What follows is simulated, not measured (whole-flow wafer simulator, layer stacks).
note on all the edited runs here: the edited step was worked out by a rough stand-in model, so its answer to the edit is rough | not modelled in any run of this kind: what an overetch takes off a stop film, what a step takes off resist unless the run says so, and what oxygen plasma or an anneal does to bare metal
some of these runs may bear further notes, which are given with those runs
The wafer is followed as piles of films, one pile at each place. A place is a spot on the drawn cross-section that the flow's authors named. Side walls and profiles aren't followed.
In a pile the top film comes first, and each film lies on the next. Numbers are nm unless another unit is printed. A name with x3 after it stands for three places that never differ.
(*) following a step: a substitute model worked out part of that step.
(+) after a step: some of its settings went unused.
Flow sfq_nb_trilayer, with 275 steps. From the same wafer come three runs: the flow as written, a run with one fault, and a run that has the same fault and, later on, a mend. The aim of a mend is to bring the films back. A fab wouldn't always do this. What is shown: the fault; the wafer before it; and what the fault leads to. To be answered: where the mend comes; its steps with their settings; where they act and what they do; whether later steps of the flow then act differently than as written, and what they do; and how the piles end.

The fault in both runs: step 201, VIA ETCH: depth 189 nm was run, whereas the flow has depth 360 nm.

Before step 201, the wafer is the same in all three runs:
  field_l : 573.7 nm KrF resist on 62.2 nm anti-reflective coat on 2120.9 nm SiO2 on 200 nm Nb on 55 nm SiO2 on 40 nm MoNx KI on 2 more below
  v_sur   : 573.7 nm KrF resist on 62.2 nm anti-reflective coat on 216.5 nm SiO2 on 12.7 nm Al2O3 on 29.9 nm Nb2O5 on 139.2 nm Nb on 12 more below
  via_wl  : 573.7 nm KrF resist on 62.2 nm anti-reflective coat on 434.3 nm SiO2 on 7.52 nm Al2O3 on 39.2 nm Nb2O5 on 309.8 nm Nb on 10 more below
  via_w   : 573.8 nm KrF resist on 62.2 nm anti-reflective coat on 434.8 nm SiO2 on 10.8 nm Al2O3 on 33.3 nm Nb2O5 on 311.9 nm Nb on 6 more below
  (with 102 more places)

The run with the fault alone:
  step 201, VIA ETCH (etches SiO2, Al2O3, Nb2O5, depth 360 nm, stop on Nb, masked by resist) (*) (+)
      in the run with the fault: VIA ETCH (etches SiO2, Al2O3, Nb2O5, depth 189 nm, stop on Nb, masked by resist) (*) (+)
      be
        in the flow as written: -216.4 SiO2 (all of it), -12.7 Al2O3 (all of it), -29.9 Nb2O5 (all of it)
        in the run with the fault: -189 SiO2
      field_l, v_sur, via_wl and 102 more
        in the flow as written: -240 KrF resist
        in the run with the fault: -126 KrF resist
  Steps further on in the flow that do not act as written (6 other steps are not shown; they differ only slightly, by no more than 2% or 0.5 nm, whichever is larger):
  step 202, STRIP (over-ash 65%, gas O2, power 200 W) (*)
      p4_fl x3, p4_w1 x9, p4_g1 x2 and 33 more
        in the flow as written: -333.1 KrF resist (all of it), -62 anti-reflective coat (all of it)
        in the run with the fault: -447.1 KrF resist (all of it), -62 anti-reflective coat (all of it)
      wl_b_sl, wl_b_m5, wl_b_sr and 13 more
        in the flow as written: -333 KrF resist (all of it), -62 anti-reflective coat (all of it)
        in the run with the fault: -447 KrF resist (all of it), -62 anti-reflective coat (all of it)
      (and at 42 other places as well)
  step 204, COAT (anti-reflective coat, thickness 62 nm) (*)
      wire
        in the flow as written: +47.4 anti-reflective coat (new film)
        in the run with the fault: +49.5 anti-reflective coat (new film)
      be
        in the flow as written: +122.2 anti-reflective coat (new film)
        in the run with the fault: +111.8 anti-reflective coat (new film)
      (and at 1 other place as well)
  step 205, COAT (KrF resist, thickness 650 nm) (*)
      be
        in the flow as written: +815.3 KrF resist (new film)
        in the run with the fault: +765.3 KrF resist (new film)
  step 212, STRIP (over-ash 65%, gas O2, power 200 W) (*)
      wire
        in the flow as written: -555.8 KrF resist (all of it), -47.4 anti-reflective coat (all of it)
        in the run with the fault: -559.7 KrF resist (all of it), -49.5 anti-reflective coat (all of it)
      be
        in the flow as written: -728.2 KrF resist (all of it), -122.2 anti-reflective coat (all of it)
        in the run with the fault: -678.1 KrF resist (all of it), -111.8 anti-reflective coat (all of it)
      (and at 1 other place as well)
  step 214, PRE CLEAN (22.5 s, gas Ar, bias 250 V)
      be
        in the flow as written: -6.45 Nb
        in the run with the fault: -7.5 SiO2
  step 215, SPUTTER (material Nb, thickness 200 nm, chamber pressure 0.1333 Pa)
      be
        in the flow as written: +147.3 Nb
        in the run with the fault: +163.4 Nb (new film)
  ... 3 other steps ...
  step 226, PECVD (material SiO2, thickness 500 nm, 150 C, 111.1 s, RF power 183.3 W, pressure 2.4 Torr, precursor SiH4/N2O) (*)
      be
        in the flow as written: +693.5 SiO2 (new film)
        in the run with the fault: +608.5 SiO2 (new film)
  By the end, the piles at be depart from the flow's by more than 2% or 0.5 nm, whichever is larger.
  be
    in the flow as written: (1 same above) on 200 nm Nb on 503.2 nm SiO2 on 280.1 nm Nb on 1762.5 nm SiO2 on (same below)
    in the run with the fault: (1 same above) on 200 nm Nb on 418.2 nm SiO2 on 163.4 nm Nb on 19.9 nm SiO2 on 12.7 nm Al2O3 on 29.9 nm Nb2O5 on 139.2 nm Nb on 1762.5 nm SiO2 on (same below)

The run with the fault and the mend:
  The mend follows step 202.
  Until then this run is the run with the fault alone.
  step 202a, COAT (anti-reflective coat, thickness 62 nm) (*) (a further turn of the flow's step 194)
      p4_fl x3, p4_w1 x9, p4_g1 x2 and 50 more
        +62 anti-reflective coat (new film)
      ln_m6, lsp_r, l0_sur, l0v
        +62.1 anti-reflective coat (new film)
      wl_a_sl, wl_a_m6, wl_a_sr, wl_g_sr
        +61.9 anti-reflective coat (new film)
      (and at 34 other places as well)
  step 202b, COAT (KrF resist, thickness 650 nm) (a further turn of the flow's step 195)
      p4_fl x3, p4_w1 x9, p4_g1 x2 and 33 more
        +650 KrF resist (new film)
      wl_b_m5, wl_b_sr, wl_c_sl and 12 more
        +649.9 KrF resist (new film)
      field_l, wl_a_sr, wl_g_sr
        +649.7 KrF resist (new film)
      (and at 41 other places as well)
  step 202c, SOFTBAKE (KrF resist) (a further turn of the flow's step 196)
      does not change any film at any place that is followed
  step 202d, EXPOSE (photomask I5, dose 12.41 mJ/cm2, NA 0.6, wavelength 248 nm) (*) (a further turn of the flow's step 197)
      does not change any film at any place that is followed
  step 202e, PEB (KrF resist, 90 s) (a further turn of the flow's step 198)
      field_l, v_sur, via_wl and 83 more
        -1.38 KrF resist
      ce_l, moat, field_r, wl_jj
        -1.39 KrF resist
      via_wr, via_sp, wire
        -1.37 KrF resist
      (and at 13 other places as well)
  step 202f, DEVELOP (KrF resist, thickness 650 nm, 60 s) (a further turn of the flow's step 199)
      field_l, v_sur, via_wl and 102 more
        -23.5 KrF resist
      be
        -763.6 KrF resist (all of it)
  step 202g, VIA ETCH (etches anti-reflective coat, depth 125 nm, masked by resist) (+) (a further turn of the flow's step 200)
      field_l, v_sur, via_wl and 102 more
        -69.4 KrF resist
      be
        -111.8 anti-reflective coat (all of it), -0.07 SiO2
  step 202h, VIA ETCH (etches SiO2, Al2O3, Nb2O5, depth 171 nm, stop on Nb, masked by resist) (*) (+) (a further turn of the flow's step 201, with different settings)
      field_l, v_sur, via_wl and 102 more
        -114 KrF resist
      be
        -27.3 SiO2 (all of it), -12.7 Al2O3 (all of it), -29.9 Nb2O5 (all of it)
  step 202i, STRIP (over-ash 65%, gas O2, power 200 W) (*) (a further turn of the flow's step 202)
      p4_fl x3, p4_w1 x9, p4_g1 x2 and 33 more
        -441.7 KrF resist (all of it), -62 anti-reflective coat (all of it)
      wl_b_sl, wl_b_m5, wl_b_sr and 7 more
        -441.5 KrF resist (all of it), -62 anti-reflective coat (all of it)
      wl_c_sr, wl_d_sl, wl_d_m1, wl_d_sr, wl_e_sl, wl_e_m5, wl_e_sr
        -441.6 KrF resist (all of it), -62 anti-reflective coat (all of it)
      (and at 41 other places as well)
  None of the later steps of the flow acts differently than as written at any place that is followed.
  The piles end the same as the flow's at every place that both follow.
